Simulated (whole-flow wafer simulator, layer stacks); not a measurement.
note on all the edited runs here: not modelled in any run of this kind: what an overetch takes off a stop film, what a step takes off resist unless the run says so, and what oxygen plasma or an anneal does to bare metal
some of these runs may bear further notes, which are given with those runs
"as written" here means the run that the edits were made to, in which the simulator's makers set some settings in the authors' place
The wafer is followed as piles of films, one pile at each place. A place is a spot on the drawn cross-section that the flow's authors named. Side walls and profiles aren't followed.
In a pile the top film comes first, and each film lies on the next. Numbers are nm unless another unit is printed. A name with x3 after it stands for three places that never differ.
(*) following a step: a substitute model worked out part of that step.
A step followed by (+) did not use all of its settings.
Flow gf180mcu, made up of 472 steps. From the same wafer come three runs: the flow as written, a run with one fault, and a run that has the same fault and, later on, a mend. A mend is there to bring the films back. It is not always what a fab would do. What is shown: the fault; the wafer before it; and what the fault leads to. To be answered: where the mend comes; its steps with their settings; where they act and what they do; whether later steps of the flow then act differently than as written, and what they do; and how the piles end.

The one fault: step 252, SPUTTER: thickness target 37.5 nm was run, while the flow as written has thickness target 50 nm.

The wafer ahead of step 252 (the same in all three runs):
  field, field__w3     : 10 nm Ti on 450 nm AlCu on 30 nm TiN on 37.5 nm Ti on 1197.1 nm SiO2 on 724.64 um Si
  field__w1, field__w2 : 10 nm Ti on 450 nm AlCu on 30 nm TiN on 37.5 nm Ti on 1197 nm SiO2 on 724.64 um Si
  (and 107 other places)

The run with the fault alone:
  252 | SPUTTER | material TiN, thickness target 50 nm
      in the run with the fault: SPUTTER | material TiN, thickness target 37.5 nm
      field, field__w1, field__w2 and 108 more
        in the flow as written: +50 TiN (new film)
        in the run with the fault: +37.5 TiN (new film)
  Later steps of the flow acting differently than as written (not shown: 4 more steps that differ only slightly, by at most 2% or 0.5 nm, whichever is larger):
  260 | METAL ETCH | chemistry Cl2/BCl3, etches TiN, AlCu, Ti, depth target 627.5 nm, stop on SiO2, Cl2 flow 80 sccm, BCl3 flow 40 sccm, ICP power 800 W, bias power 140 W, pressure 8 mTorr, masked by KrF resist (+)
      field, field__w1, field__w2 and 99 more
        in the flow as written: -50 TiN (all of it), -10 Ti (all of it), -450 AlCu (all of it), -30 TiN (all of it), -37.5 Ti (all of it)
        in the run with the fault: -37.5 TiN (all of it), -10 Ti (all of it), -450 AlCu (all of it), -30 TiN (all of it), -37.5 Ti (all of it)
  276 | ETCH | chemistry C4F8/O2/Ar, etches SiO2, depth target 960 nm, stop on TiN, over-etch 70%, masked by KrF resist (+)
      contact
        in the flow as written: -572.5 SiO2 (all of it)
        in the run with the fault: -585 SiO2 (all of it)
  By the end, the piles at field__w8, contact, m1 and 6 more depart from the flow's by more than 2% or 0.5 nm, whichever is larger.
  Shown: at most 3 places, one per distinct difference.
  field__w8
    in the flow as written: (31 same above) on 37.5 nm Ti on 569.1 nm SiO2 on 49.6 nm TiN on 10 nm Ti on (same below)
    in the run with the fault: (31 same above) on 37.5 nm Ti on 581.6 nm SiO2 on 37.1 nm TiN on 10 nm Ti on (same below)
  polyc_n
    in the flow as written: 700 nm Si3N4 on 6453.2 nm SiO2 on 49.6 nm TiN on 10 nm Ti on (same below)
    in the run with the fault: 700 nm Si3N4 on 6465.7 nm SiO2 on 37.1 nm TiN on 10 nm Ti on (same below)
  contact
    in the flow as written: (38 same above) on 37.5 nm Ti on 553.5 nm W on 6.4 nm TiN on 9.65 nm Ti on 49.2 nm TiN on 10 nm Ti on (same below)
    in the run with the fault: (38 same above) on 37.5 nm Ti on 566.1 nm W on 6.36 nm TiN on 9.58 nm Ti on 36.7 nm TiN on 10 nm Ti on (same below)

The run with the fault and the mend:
  The mend stands after step 259.
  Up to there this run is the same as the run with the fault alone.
  259a | STRIP | chemistry O2/N2, power 2160 W, pressure 1700 mTorr (*)
      field__w8, contact, m1 and 6 more
        -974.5 KrF resist (all of it)
  259b | SPUTTER | material TiN, thickness target 12.5 nm (the flow's step 252, run once more with other settings)
      field, field__w1, field__w2 and 108 more
        +12.5 TiN
  259c | HMDS | 120 C, 60 s (the flow's step 254, run once more)
      alters no film at any place that is followed
  259d | COAT | KrF resist, thickness 1000 nm (the flow's step 255, run once more)
      field, field__w1, field__w2 and 108 more
        +1000 KrF resist (new film)
  259e | SOFTBAKE | KrF resist (the flow's step 256, run once more)
      alters no film at any place that is followed
  259f | EXPOSE | photomask Metal1 (the flow's step 257, run once more)
      alters no film at any place that is followed
  259g | PEB | KrF resist, 135 C, 90 s (the flow's step 258, run once more)
      field, field__w1, field__w2 and 108 more
        -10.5 KrF resist
  259h | DEVELOP | thickness 1000 nm, 60 s (the flow's step 259, run once more)
      field, field__w1, field__w2 and 99 more
        -989.5 KrF resist (all of it)
      field__w8, contact, m1 and 6 more
        -14.9 KrF resist
  Later steps of the flow that are run all act as written at every place that is followed.
  The piles end the same as the flow's at every place that both follow.
